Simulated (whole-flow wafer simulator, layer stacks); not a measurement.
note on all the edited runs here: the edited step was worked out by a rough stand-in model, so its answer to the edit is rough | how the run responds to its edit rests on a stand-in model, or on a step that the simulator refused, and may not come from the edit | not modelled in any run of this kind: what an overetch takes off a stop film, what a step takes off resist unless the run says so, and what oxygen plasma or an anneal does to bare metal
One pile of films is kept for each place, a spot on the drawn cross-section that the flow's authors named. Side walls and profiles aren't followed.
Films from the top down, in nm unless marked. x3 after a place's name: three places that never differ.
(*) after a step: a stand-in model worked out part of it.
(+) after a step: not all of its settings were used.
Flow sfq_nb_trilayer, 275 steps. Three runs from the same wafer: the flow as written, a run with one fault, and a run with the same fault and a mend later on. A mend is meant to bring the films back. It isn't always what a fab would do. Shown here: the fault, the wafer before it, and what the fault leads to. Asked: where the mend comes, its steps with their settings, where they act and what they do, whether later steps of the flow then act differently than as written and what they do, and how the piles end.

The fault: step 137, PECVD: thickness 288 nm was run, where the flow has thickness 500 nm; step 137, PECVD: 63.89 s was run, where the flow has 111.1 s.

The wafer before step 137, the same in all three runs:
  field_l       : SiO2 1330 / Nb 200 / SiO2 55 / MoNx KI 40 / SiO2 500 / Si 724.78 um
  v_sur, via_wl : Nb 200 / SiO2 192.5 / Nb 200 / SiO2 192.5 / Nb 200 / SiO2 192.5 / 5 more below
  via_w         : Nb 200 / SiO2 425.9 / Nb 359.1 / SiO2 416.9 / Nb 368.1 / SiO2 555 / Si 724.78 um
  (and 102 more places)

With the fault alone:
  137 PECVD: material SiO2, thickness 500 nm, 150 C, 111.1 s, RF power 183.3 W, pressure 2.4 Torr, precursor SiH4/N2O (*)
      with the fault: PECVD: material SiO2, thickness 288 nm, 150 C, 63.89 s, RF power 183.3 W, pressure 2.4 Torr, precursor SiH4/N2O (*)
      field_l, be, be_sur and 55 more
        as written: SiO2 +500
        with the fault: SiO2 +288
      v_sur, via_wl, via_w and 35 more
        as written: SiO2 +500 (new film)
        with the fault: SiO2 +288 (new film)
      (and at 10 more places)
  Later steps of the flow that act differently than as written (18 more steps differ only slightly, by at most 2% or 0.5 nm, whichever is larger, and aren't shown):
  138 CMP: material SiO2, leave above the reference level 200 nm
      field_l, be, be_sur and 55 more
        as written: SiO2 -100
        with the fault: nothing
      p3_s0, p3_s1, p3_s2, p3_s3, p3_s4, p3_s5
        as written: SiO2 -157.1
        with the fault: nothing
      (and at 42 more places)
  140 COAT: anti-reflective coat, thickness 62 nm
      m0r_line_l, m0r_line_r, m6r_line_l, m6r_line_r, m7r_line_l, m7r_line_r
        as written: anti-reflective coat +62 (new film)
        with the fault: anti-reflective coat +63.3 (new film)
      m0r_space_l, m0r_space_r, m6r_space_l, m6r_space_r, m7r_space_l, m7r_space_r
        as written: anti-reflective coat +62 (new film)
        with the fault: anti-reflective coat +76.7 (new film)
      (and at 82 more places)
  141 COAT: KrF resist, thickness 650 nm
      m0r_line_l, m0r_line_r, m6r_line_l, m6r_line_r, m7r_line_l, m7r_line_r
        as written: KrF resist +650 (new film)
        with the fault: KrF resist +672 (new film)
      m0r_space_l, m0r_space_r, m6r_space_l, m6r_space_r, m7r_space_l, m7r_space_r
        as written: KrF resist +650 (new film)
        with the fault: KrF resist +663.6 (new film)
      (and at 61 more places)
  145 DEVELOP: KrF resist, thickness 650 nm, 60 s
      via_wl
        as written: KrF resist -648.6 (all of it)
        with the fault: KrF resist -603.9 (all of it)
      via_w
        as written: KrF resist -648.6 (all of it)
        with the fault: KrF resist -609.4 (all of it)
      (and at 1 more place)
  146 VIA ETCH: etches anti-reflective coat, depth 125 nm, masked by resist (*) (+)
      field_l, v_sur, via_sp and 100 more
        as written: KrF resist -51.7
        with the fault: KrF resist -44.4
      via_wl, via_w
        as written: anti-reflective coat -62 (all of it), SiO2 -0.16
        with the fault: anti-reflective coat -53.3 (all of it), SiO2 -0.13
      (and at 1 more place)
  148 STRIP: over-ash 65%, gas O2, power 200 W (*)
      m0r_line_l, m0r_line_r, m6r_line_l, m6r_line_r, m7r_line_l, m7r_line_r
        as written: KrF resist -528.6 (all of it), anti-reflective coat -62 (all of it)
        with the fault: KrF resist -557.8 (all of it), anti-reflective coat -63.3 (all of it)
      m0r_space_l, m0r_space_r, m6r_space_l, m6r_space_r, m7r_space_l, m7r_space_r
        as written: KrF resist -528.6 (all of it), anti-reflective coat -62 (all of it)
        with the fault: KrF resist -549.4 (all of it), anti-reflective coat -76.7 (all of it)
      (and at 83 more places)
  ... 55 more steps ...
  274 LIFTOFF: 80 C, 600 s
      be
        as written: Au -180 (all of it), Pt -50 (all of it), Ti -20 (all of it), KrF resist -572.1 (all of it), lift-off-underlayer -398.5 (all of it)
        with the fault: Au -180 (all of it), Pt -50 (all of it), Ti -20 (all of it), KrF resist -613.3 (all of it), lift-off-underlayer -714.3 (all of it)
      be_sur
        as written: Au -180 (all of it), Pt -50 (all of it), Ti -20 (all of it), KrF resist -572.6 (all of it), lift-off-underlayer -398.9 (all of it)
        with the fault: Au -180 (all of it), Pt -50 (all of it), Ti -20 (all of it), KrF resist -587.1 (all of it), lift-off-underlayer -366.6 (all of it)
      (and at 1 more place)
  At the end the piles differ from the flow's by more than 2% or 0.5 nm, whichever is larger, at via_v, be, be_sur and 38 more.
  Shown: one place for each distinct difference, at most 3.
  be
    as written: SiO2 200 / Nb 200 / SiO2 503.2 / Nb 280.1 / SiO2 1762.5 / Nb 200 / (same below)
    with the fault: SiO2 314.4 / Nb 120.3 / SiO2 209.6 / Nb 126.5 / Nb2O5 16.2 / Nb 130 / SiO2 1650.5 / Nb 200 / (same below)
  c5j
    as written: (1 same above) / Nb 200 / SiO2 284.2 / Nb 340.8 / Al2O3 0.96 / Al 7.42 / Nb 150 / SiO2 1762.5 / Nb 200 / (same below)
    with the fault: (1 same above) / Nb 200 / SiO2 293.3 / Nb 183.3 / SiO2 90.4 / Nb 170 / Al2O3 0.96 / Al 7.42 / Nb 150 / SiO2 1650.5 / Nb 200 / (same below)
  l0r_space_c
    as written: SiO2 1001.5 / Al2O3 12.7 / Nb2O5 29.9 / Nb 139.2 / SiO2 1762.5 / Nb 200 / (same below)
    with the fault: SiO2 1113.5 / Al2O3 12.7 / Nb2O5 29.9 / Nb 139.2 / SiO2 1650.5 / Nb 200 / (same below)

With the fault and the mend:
  The mend comes after step 137.
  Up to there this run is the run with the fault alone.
  137a PECVD: material SiO2, thickness 212 nm, 150 C, 47.11 s, RF power 183.3 W, pressure 2.4 Torr, precursor SiH4/N2O (*) (the flow's step 137 once more, with other settings)
      field_l, v_sur, via_wl and 99 more
        SiO2 +212
      lsp_r, l0_sur, l0v
        SiO2 +208.8
      via_v
        SiO2 +187.7
  Later steps of the flow that act differently than as written (10 more steps differ only slightly, by at most 2% or 0.5 nm, whichever is larger, and aren't shown):
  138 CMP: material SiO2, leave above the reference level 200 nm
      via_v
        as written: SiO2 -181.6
        with the mend: nothing
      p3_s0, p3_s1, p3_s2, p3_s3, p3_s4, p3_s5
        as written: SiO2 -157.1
        with the mend: SiO2 -100
  At the end the piles differ from the flow's only slightly at the places that both follow, by at most 2% or 0.5 nm, whichever is larger.
